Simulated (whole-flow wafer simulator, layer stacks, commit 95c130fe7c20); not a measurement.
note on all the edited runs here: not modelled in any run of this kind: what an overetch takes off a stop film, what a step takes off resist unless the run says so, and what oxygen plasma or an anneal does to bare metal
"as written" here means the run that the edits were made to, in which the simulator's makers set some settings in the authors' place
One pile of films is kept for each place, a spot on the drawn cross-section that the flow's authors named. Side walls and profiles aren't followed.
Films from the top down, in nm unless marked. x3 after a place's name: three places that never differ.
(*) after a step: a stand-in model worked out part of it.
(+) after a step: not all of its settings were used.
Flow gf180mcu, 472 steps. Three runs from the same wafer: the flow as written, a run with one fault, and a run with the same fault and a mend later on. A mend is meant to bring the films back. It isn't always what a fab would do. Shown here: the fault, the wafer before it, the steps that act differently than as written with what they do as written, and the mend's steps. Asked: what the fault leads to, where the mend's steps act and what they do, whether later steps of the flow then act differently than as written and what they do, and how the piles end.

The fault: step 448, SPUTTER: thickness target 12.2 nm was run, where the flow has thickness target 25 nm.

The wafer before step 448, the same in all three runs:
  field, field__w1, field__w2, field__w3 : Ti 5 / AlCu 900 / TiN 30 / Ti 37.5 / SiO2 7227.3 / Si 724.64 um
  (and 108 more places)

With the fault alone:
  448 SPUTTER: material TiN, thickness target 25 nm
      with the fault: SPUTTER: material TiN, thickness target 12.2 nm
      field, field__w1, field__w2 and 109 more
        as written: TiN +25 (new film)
        with the fault: TiN +12.2 (new film)
  Later steps of the flow that act differently than as written (4 more steps differ only slightly, by at most 2% or 0.5 nm, whichever is larger, and aren't shown):
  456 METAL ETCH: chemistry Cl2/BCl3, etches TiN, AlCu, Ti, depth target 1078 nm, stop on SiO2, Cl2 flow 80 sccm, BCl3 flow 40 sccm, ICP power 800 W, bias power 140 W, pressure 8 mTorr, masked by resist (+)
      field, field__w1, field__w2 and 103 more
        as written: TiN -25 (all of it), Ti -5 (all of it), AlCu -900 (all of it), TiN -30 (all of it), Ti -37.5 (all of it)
        with the fault: TiN -12.2 (all of it), Ti -5 (all of it), AlCu -900 (all of it), TiN -30 (all of it), Ti -37.5 (all of it)
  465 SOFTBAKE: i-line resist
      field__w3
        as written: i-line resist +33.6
        with the fault: i-line resist +32.9
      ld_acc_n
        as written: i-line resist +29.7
        with the fault: i-line resist +29.1
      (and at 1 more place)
  At the end the piles differ from the flow's by more than 2% or 0.5 nm, whichever is larger, at field__w8, contact, m1, m1__w1, pad, m1_nw.
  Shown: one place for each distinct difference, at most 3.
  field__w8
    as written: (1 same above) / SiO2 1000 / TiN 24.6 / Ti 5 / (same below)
    with the fault: (1 same above) / SiO2 1000 / TiN 11.8 / Ti 5 / (same below)
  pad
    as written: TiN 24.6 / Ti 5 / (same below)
    with the fault: TiN 11.8 / Ti 5 / (same below)

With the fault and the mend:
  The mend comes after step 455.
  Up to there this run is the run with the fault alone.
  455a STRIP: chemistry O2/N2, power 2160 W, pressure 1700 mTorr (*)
      field__w8, contact, m1, m1__w1, pad, m1_nw
        resist -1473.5 (all of it)
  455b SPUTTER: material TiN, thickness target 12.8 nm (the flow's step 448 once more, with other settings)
      field, field__w1, field__w2 and 109 more
        TiN +12.8
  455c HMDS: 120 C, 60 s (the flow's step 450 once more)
      changes no film at any place that is followed
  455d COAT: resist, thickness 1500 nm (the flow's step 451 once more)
      field, field__w1, field__w2 and 109 more
        resist +1500 (new film)
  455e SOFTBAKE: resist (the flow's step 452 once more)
      changes no film at any place that is followed
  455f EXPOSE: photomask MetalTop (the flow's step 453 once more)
      changes no film at any place that is followed
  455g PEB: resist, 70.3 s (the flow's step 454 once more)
      field, field__w1, field__w2 and 109 more
        resist -26.5
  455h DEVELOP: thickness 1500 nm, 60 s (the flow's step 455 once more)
      field, field__w1, field__w2 and 103 more
        resist -1473.5 (all of it)
  No later step of the flow acts differently than as written at any place that is followed.
  At the end the piles are the same as the flow's at every place that both follow.
